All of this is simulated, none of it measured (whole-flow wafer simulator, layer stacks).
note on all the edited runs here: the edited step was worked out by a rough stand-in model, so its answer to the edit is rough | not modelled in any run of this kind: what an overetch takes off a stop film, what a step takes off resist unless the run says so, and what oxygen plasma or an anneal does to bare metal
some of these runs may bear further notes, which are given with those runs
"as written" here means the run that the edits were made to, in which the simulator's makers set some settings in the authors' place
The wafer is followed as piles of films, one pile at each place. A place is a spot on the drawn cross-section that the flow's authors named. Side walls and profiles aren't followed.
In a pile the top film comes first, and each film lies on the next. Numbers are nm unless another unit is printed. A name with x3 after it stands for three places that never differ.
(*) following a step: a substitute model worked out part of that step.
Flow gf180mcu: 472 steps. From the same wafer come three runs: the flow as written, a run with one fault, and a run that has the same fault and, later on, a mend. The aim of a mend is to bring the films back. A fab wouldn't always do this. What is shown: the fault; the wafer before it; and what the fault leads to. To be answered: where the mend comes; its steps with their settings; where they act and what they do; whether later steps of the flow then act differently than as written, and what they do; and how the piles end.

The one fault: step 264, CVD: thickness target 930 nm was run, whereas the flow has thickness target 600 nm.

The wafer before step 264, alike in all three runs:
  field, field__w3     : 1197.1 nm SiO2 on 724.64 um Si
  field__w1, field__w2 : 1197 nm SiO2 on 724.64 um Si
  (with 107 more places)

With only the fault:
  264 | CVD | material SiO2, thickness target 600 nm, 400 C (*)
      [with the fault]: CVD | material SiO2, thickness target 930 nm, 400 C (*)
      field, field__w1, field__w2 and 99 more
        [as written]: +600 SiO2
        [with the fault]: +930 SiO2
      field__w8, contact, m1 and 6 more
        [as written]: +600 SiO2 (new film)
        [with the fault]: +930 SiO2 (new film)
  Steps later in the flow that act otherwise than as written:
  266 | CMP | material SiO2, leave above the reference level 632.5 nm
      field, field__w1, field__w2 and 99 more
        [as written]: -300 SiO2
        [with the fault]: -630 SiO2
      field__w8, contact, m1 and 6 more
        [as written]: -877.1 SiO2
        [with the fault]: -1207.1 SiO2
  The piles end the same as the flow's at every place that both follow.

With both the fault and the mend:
  After step 264 comes the mend.
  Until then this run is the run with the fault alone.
  264a | WET ETCH | chemistry dHF, depth target 330 nm, 25 C, dilution 100:1 (*) (the flow's step 17, run once more with other settings)
      field, field__w1, field__w2 and 108 more
        -330 SiO2
  None of the later steps of the flow acts differently than as written at any place that is followed.
  The piles end the same as the flow's at every place that both follow.
